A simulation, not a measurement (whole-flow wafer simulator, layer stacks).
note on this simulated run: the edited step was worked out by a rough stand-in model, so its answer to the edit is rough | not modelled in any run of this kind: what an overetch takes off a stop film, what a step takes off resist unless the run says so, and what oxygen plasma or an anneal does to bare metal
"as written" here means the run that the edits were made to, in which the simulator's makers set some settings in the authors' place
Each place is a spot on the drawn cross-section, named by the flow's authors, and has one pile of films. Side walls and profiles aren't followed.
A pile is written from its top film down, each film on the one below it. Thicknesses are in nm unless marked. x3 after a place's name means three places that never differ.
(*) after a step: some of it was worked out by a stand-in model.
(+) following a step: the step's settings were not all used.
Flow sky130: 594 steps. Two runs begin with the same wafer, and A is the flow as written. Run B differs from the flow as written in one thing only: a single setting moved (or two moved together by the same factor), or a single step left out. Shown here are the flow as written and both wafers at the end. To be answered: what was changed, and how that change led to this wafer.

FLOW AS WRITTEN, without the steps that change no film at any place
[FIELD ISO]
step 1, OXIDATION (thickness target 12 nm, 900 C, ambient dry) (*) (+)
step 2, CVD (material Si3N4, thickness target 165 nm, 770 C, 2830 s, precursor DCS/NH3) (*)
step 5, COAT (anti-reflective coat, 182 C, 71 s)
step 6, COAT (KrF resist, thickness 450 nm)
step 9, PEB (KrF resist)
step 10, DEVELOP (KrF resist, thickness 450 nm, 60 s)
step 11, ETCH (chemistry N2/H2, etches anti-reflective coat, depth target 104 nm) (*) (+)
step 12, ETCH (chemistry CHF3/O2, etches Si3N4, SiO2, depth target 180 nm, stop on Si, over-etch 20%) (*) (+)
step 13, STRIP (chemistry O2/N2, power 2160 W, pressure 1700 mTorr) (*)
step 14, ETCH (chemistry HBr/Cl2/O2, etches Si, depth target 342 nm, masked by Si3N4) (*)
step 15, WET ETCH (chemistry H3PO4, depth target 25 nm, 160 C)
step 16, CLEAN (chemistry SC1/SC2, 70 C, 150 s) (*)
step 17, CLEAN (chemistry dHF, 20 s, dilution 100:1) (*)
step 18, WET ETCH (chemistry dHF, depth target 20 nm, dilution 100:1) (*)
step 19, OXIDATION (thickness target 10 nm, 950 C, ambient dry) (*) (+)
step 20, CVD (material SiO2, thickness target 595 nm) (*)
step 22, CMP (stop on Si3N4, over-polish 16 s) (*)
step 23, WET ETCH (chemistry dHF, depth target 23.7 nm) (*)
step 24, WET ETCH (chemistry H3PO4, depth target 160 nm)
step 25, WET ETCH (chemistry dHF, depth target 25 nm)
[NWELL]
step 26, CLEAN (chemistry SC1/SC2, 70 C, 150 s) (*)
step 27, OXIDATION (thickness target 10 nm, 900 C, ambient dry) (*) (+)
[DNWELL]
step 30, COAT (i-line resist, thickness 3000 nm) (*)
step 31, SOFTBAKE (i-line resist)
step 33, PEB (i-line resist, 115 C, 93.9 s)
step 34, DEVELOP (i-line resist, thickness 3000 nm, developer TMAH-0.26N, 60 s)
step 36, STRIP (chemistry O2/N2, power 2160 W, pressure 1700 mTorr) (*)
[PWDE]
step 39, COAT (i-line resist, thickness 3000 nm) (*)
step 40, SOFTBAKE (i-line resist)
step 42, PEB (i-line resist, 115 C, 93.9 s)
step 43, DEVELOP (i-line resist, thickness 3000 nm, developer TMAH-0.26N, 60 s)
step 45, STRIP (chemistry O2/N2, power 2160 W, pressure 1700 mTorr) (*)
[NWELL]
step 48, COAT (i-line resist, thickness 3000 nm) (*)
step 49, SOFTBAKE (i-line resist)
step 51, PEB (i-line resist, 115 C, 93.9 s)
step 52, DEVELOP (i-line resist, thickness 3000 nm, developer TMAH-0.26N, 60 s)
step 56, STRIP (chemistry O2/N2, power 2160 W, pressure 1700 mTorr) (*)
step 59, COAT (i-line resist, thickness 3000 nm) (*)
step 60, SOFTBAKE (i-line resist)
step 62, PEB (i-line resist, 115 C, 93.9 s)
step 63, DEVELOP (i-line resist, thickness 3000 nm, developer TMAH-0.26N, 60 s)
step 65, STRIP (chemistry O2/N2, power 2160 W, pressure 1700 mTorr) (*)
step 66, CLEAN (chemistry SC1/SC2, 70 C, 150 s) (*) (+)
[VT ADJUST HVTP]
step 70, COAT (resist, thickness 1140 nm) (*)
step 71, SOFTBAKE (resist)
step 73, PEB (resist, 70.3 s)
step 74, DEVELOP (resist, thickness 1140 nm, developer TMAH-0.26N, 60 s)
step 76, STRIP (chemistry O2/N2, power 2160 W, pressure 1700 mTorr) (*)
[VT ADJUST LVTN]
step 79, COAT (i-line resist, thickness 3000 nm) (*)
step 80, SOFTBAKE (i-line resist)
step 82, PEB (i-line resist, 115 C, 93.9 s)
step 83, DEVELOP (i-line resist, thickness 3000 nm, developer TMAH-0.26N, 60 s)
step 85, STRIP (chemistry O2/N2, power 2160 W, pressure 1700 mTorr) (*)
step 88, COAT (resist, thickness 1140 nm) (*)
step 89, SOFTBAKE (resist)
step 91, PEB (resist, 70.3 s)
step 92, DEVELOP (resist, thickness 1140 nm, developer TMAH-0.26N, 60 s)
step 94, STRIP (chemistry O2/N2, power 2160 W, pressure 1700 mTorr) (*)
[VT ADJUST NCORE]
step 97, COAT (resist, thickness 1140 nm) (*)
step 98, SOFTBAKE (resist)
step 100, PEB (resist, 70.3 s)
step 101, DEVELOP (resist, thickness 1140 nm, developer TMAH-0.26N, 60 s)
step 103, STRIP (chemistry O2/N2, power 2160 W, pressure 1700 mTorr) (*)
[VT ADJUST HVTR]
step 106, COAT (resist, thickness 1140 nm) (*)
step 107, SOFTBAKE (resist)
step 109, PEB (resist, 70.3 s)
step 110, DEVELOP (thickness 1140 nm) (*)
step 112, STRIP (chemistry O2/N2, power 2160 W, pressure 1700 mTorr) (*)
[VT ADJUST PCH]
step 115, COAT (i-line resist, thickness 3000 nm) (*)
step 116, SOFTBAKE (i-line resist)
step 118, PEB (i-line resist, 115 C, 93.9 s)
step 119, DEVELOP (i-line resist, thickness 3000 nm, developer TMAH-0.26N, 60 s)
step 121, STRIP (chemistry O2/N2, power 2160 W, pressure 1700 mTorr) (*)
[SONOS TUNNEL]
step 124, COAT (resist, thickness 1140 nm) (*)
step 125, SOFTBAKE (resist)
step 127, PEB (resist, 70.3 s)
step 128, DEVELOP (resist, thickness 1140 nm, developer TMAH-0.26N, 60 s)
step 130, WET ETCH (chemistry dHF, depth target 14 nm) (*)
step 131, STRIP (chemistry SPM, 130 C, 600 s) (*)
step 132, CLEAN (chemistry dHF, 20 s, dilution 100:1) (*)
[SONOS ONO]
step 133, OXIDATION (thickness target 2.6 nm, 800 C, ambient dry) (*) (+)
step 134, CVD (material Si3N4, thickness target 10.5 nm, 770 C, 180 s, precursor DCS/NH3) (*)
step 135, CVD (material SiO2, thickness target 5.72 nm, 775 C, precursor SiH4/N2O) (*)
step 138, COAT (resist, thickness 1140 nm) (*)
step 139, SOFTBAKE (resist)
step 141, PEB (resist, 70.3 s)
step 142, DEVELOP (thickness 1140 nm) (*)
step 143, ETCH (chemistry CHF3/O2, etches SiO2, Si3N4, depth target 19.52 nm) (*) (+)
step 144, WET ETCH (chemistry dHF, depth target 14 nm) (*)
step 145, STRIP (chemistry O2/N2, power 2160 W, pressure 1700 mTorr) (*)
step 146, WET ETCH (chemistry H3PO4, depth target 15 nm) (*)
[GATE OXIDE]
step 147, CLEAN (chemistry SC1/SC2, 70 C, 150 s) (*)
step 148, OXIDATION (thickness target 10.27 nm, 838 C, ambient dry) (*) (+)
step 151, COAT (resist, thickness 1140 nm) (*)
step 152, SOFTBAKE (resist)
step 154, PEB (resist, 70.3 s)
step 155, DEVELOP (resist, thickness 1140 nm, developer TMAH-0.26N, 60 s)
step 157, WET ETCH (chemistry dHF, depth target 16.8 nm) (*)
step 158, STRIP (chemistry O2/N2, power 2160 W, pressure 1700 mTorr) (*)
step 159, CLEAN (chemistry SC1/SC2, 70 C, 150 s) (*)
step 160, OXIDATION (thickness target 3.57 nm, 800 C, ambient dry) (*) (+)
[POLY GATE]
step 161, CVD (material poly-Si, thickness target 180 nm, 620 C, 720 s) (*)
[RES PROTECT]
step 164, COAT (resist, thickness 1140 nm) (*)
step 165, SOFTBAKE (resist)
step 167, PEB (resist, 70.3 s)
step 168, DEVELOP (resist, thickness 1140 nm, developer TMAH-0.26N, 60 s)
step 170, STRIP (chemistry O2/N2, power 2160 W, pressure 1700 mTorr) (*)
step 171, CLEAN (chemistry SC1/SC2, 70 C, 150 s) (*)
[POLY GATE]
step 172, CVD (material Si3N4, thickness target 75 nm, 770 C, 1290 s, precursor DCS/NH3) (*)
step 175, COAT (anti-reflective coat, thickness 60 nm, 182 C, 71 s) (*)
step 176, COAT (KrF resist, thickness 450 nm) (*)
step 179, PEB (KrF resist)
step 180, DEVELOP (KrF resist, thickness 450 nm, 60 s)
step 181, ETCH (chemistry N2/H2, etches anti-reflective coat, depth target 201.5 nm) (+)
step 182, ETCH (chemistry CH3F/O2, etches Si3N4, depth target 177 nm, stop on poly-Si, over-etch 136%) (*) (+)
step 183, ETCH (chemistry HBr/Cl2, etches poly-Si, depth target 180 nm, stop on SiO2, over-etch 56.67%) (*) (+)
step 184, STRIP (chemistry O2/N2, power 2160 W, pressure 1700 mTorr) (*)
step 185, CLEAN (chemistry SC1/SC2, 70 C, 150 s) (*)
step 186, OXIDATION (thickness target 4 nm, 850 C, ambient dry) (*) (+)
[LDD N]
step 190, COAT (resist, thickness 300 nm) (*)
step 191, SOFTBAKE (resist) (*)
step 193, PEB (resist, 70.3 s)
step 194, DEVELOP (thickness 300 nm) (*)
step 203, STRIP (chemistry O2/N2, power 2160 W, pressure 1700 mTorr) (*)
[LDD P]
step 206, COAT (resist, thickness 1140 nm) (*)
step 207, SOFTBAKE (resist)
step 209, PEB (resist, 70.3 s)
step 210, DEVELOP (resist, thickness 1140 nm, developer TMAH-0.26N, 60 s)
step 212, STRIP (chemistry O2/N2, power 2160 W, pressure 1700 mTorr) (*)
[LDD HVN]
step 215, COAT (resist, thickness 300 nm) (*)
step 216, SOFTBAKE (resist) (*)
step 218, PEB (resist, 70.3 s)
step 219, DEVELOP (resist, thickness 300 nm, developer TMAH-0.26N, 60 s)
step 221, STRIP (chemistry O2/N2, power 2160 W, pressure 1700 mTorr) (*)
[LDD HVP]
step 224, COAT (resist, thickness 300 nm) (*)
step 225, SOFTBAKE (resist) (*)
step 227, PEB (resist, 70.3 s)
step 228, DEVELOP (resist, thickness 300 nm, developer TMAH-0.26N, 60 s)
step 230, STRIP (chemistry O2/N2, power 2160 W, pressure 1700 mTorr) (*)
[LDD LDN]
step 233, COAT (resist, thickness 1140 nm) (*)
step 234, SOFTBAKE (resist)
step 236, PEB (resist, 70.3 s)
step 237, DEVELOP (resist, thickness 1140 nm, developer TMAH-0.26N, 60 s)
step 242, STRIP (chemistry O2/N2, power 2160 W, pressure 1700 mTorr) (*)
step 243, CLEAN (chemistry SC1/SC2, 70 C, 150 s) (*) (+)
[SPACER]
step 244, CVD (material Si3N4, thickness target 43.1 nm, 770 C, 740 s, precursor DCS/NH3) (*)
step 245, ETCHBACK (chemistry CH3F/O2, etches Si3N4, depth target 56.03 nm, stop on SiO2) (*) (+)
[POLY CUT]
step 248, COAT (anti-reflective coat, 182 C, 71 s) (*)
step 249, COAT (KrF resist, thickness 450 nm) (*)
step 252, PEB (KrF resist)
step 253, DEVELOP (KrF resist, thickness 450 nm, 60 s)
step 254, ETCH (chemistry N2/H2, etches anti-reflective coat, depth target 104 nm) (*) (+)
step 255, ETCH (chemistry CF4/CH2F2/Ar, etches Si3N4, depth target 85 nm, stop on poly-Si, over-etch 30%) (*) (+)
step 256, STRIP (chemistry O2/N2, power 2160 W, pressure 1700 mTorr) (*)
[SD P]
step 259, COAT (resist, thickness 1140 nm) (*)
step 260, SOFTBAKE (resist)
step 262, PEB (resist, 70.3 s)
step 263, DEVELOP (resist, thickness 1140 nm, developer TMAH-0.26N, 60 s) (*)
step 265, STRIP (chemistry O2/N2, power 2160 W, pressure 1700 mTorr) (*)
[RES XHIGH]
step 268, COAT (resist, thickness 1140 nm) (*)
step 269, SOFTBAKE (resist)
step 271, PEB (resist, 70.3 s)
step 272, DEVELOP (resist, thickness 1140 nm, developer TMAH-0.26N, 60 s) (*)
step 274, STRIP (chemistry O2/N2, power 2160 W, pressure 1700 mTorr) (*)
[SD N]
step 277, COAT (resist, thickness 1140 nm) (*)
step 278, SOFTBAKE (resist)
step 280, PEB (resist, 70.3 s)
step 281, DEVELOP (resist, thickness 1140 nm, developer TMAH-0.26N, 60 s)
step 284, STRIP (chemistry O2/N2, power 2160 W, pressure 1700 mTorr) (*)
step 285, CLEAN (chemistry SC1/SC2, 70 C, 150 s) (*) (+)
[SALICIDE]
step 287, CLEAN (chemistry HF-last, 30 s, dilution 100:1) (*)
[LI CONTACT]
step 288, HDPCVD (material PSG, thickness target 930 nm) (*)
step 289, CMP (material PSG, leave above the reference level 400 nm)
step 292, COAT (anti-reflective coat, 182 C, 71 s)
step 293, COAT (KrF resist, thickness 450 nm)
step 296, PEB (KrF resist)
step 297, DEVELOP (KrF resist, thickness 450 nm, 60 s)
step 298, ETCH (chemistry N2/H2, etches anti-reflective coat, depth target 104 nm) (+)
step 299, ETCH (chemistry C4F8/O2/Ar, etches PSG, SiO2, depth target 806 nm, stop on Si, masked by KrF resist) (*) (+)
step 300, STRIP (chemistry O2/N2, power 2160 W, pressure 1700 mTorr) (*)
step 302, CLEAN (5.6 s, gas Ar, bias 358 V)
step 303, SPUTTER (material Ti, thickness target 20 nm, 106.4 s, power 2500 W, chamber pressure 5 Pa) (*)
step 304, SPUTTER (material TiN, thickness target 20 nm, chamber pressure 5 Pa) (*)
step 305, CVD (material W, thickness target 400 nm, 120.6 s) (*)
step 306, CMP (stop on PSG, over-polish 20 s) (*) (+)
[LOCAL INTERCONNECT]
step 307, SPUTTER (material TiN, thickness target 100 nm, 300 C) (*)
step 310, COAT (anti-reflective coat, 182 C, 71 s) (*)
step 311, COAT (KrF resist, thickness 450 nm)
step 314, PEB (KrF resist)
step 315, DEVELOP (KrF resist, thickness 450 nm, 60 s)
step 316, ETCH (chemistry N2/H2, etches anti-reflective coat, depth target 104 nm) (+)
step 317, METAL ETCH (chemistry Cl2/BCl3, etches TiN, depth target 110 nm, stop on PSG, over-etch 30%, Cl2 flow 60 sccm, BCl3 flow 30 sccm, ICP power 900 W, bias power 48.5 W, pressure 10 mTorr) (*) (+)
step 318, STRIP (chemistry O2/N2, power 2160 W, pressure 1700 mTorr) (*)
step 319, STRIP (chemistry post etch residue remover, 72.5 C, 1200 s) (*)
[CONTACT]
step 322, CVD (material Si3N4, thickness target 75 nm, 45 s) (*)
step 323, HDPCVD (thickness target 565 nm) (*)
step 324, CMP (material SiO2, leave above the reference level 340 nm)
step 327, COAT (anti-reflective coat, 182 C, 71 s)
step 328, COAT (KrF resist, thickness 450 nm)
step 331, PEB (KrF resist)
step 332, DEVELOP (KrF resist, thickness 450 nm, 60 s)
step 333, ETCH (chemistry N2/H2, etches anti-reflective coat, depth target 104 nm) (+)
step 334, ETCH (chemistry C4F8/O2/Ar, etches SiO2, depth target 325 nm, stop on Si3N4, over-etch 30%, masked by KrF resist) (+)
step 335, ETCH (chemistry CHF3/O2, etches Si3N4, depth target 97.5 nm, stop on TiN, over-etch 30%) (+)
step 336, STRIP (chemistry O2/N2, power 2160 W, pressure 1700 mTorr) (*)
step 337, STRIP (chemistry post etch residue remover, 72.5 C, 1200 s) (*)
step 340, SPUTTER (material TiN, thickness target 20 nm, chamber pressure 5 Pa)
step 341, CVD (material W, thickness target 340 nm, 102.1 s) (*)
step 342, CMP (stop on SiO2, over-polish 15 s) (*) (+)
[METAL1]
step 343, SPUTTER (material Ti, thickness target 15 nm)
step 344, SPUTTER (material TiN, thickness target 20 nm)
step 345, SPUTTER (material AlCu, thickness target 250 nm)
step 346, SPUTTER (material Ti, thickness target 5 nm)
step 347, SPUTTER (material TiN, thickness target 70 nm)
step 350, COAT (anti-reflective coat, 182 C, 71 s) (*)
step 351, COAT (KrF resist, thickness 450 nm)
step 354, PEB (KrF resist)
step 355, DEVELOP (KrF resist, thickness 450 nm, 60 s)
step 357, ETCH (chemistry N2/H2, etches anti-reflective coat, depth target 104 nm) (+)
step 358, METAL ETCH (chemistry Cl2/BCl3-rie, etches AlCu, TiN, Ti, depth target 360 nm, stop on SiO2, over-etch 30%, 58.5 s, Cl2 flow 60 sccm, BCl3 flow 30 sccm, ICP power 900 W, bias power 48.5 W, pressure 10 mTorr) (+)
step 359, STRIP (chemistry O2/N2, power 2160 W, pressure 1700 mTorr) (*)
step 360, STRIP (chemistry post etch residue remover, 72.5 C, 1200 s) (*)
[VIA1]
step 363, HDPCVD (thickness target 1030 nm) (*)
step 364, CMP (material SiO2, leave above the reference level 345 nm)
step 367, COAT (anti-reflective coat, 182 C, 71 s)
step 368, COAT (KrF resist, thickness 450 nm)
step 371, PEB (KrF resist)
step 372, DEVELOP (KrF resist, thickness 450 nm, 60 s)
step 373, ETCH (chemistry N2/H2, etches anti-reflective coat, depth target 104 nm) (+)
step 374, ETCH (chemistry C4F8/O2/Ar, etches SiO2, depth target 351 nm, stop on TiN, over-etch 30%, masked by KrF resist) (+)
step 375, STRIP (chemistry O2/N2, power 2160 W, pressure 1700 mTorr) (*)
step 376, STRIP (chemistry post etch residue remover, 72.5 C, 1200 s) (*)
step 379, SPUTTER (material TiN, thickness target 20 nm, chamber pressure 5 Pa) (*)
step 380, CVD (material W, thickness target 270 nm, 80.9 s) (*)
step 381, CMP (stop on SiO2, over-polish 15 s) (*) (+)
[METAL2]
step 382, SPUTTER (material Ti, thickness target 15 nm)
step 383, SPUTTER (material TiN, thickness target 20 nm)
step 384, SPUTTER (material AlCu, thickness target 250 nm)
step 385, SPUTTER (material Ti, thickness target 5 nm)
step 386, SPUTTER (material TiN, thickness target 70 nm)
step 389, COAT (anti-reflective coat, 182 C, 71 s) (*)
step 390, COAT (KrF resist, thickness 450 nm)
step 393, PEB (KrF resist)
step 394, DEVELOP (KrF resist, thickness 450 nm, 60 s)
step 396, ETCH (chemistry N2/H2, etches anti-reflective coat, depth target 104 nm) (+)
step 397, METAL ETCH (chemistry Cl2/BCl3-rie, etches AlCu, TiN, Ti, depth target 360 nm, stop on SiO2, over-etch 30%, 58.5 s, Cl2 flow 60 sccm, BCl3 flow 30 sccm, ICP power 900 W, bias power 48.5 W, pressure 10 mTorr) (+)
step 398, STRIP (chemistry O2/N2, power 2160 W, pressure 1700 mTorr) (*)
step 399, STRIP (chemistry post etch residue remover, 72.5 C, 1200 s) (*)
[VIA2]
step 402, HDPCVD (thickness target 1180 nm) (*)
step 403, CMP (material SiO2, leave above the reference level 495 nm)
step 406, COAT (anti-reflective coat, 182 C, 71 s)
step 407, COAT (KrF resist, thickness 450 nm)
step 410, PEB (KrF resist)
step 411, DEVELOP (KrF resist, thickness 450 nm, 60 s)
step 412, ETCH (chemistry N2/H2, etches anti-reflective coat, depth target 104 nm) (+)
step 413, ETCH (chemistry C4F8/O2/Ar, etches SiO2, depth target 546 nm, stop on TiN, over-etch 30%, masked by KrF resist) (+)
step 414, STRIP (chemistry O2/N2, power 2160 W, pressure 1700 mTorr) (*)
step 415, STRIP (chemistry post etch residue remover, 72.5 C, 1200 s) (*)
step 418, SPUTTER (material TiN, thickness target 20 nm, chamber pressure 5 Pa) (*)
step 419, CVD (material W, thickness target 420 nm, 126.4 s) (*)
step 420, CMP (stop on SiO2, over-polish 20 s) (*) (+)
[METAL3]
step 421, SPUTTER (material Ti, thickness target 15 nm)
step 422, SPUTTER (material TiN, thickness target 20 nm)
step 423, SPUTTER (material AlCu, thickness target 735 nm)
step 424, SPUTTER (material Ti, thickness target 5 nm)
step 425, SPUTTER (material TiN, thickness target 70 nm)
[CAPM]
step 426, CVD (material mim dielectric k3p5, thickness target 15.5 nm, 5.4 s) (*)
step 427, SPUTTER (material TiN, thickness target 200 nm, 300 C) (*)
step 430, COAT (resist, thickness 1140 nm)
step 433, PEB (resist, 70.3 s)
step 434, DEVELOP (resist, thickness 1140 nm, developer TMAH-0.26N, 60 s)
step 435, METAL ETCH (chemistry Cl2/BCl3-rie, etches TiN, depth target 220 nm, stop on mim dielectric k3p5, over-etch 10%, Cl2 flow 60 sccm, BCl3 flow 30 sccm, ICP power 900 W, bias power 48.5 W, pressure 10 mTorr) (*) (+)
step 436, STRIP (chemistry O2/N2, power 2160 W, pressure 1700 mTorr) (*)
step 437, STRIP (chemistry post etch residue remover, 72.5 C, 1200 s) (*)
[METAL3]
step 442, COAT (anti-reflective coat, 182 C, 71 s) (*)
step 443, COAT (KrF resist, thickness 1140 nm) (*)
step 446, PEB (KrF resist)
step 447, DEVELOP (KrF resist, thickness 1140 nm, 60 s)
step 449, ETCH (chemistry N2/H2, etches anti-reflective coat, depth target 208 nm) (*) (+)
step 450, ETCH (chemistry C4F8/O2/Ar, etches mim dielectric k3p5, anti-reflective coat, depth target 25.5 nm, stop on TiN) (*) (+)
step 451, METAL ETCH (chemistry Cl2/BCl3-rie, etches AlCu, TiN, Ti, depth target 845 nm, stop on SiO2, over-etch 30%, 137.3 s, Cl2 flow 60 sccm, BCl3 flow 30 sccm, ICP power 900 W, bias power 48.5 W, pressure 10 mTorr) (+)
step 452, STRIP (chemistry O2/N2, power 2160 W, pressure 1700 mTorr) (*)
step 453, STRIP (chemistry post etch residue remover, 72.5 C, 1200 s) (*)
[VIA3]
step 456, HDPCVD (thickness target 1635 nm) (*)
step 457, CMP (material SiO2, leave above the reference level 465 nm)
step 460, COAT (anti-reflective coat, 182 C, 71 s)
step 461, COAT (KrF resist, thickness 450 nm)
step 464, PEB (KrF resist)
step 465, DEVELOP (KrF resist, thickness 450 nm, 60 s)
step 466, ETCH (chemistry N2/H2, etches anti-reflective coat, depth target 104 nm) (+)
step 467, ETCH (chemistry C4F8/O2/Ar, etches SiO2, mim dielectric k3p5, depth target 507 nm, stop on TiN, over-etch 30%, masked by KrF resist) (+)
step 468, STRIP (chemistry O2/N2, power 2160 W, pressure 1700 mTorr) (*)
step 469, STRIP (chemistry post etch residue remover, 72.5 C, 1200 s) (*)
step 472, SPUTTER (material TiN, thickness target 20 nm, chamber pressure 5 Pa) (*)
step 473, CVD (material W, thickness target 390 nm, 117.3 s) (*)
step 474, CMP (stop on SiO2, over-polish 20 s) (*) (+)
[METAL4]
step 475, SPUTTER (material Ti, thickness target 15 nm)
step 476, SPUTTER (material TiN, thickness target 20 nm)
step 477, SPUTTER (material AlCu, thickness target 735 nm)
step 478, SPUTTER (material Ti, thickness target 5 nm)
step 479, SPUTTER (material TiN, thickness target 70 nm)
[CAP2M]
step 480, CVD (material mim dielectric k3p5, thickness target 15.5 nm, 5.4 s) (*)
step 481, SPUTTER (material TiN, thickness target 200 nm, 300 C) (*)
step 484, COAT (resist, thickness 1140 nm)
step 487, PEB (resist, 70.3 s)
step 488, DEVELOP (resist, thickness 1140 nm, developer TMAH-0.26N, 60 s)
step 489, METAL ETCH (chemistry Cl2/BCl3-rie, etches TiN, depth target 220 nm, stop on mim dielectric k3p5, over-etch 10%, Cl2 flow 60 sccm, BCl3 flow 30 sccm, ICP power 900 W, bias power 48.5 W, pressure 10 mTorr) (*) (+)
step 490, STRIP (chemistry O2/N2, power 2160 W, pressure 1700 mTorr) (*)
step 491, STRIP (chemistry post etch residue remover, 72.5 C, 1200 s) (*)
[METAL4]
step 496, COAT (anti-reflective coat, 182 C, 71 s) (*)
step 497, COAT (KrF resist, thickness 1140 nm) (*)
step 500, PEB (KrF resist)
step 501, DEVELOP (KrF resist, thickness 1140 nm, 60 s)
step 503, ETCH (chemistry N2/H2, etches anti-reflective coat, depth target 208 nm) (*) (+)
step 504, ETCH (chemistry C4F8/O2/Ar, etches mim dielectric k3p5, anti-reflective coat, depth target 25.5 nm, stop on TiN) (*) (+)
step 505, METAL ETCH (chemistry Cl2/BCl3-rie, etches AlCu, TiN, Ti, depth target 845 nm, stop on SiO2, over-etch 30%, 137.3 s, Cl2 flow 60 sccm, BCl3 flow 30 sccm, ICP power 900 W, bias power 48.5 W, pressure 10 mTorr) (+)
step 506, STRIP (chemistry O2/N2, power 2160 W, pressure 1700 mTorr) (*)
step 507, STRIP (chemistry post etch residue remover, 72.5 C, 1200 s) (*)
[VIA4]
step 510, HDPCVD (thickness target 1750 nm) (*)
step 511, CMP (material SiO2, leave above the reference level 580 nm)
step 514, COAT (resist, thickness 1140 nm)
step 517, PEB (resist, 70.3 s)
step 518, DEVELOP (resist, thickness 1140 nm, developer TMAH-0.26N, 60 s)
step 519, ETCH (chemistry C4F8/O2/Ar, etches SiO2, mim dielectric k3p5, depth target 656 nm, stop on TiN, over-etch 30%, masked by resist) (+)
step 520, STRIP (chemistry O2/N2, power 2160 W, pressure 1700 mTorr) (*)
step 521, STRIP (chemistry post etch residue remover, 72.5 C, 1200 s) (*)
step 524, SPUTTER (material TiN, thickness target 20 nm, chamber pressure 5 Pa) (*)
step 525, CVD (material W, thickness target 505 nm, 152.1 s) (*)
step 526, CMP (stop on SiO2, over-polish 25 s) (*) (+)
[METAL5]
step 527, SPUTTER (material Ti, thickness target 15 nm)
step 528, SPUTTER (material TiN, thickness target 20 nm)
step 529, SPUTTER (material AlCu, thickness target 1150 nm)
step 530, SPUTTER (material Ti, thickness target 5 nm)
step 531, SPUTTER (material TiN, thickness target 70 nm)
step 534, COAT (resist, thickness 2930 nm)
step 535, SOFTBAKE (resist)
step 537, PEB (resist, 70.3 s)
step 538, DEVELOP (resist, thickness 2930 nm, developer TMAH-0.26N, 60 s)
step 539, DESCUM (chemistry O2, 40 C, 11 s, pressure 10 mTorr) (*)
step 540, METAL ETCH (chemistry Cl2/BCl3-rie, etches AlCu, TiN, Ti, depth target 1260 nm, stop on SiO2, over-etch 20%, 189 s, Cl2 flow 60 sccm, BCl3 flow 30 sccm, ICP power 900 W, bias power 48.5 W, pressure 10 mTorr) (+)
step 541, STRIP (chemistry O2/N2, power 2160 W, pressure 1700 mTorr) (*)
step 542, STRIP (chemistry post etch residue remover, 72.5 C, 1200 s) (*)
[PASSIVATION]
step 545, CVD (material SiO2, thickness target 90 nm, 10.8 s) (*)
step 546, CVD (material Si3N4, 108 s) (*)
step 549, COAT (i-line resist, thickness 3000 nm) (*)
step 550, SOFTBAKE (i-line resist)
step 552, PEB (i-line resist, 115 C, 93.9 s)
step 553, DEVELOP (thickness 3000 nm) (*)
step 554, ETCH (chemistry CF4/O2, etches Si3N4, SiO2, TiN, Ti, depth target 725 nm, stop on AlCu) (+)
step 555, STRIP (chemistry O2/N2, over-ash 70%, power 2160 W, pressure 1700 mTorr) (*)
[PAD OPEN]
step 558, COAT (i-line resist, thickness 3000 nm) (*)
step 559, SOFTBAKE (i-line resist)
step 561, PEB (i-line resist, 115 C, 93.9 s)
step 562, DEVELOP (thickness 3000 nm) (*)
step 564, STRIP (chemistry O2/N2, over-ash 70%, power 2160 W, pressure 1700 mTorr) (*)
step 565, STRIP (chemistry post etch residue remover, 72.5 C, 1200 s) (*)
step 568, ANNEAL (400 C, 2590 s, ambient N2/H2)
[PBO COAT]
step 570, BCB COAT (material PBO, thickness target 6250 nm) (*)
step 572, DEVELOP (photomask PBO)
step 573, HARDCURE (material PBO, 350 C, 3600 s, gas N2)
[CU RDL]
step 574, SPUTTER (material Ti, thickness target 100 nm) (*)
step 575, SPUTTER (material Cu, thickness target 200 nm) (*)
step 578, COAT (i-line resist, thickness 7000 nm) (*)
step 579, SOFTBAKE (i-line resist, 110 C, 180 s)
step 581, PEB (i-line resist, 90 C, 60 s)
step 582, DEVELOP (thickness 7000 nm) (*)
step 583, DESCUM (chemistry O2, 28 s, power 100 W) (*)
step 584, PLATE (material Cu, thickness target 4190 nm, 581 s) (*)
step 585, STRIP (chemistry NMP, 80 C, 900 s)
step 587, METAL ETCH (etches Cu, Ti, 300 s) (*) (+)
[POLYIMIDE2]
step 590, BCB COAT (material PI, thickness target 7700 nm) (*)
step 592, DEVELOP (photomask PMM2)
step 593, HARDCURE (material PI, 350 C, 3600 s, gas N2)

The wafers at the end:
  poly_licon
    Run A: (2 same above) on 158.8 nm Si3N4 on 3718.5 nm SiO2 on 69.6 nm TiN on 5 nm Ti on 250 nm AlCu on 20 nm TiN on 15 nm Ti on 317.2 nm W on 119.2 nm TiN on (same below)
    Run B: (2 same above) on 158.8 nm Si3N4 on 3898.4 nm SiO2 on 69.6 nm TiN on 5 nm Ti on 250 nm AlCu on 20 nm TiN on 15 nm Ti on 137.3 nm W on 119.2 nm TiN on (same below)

Cause: step 341, CVD: thickness target 136 nm was run, while the flow as written has thickness target 340 nm; step 341, CVD: 40.85 s was run, where the flow has 102.1 s.

Step by step, how the change led to this:
  step 341, CVD (material W, thickness target 340 nm, 102.1 s) (*)
      field, active, n_well and 185 more: A W gains 340 (new film) | B W gains 137.3 (new film)
      ndiff_licon, ndiff_licon_cpp, rpo_hd_licon: A W gains 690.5 (new film) | B W gains 487.9 (new film)
  step 342, CMP (stop on SiO2, over-polish 15 s) (*) (+)
      poly_licon: A W loses 22.8 | B nothing
      field, active, n_well and 184 more: A W loses 340 (all of it), TiN loses 20 (all of it), SiO2 loses 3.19 | B W loses 137.3 (all of it), TiN loses 20 (all of it), SiO2 loses 3.19
      (also at 3 further places)
  step 350, COAT (anti-reflective coat, 182 C, 71 s) (*)
      poly_licon: A anti-reflective coat gains 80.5 (new film) | B anti-reflective coat gains 260.4 (new film)
  step 359, STRIP (chemistry O2/N2, power 2160 W, pressure 1700 mTorr) (*)
      poly_licon: A KrF resist loses 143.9 (all of it), anti-reflective coat loses 80.5 (all of it) | B KrF resist loses 143.9 (all of it), anti-reflective coat loses 260.4 (all of it)
  step 364, CMP (material SiO2, leave above the reference level 345 nm)
      poly_licon: A SiO2 loses 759 | B SiO2 loses 579.1
